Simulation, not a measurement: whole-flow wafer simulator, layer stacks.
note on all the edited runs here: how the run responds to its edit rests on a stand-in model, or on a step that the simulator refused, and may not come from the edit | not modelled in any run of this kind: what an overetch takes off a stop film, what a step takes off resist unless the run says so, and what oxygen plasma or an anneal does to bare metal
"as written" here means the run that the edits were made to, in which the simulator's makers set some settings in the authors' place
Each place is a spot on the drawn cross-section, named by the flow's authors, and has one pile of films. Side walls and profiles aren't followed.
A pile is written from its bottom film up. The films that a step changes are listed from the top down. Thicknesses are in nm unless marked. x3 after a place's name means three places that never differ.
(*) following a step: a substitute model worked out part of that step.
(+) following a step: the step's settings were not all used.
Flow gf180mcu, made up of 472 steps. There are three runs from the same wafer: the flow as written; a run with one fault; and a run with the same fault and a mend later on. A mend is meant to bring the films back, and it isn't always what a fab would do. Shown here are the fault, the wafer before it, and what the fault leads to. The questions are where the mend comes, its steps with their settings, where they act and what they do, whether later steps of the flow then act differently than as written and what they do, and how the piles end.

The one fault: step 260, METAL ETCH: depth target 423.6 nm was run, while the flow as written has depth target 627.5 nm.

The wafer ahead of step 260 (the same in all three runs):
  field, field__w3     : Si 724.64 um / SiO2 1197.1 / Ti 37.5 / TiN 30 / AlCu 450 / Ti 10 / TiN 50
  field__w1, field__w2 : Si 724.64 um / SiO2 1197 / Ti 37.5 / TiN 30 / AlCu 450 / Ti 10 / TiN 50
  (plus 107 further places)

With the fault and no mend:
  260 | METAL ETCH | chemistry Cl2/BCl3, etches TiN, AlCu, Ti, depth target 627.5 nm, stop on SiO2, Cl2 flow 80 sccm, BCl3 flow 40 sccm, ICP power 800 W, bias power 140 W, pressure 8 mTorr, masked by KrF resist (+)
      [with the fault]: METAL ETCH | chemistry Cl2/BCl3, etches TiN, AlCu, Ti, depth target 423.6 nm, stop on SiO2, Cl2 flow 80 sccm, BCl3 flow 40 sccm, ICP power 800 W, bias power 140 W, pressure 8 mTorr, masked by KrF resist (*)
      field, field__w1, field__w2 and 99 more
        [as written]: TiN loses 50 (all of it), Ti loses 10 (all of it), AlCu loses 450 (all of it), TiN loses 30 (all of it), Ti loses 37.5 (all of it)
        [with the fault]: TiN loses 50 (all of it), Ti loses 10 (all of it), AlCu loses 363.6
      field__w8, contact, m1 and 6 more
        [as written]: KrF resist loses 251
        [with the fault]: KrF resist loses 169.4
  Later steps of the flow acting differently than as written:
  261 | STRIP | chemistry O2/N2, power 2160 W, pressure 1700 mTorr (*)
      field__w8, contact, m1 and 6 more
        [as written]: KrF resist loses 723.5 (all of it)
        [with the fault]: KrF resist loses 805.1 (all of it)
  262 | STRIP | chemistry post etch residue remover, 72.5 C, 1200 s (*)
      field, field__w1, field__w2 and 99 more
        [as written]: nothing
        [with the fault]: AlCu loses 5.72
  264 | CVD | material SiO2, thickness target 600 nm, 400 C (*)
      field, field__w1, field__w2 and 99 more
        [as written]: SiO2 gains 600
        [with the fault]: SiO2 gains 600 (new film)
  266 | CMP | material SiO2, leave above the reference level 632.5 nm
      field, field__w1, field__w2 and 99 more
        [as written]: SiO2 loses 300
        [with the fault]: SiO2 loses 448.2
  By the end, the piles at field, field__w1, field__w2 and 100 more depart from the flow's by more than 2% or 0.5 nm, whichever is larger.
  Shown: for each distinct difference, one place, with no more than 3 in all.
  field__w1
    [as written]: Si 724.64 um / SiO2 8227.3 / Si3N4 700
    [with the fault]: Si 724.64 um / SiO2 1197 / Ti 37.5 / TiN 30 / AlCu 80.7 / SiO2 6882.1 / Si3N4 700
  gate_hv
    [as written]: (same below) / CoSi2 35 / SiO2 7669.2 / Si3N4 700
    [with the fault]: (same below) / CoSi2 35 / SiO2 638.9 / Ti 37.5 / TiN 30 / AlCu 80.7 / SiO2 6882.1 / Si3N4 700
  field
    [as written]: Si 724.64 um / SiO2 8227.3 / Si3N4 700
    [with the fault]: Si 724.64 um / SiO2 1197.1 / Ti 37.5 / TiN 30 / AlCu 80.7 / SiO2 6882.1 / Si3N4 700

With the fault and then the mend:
  The mend stands after step 262.
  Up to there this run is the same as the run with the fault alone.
  262a | DEHYDRATE | 200 C, 60 s (a further turn of the flow's step 253)
      does not change any film at any place that is followed
  262b | HMDS | 120 C, 60 s (a further turn of the flow's step 254)
      does not change any film at any place that is followed
  262c | COAT | KrF resist, thickness 1000 nm (*) (a further turn of the flow's step 255)
      iso_ptap_pw, iso_ntap_nw, iso_nw_fld and 33 more
        KrF resist gains 1000 (new film)
      field__w1, field__w2, field__w3 and 17 more
        KrF resist gains 1002.8 (new film)
      field_sub__w2, field_sub__w4, ld_acc_p and 8 more
        KrF resist gains 1002.7 (new film)
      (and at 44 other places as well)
  262d | SOFTBAKE | KrF resist (a further turn of the flow's step 256)
      does not change any film at any place that is followed
  262e | EXPOSE | photomask Metal1 (a further turn of the flow's step 257)
      does not change any film at any place that is followed
  262f | PEB | KrF resist, 135 C, 90 s (a further turn of the flow's step 258)
      field__w1, field__w2, field__w3 and 56 more
        KrF resist loses 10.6
      iso_ptap_pw, iso_ntap_nw, iso_nw_fld and 33 more
        KrF resist loses 10.5
      gate_hv, sd_p, nw_sep_fld
        KrF resist loses 10.7
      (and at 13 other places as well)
  262g | DEVELOP | thickness 1000 nm, 60 s (a further turn of the flow's step 259)
      iso_ptap_pw, iso_ntap_nw, iso_nw_fld and 33 more
        KrF resist loses 989.5 (all of it)
      field__w1, field__w2, field__w3 and 13 more
        KrF resist loses 992.3 (all of it)
      field_sub__w2, field_sub__w4, ld_drn_n and 7 more
        KrF resist loses 992.1 (all of it)
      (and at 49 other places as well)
  262h | METAL ETCH | chemistry Cl2/BCl3, etches TiN, AlCu, Ti, depth target 203.9 nm, stop on SiO2, Cl2 flow 80 sccm, BCl3 flow 40 sccm, ICP power 800 W, bias power 140 W, pressure 8 mTorr, masked by KrF resist (+) (a further turn of the flow's step 260, with different settings)
      field, field__w1, field__w2 and 99 more
        AlCu loses 80.7 (all of it), TiN loses 30 (all of it), Ti loses 37.5 (all of it)
      field__w8, contact, m1 and 6 more
        KrF resist loses 81.6
  262i | STRIP | chemistry O2/N2, power 2160 W, pressure 1700 mTorr (*) (a further turn of the flow's step 261)
      field__w8
        KrF resist loses 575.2 (all of it)
      contact
        KrF resist loses 573.2 (all of it)
      m1
        KrF resist loses 575.7 (all of it)
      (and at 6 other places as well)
  262j | STRIP | chemistry post etch residue remover, 72.5 C, 1200 s (*) (a further turn of the flow's step 262)
      field__w8, contact, m1 and 6 more
        TiN loses 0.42
  Later steps of the flow that are run all act as written at every place that is followed, up to a difference of at most 2% or 0.5 nm, whichever is larger.
  At the end the piles are close to the flow's at the places that both follow, differing by at most 2% or 0.5 nm, whichever is larger.
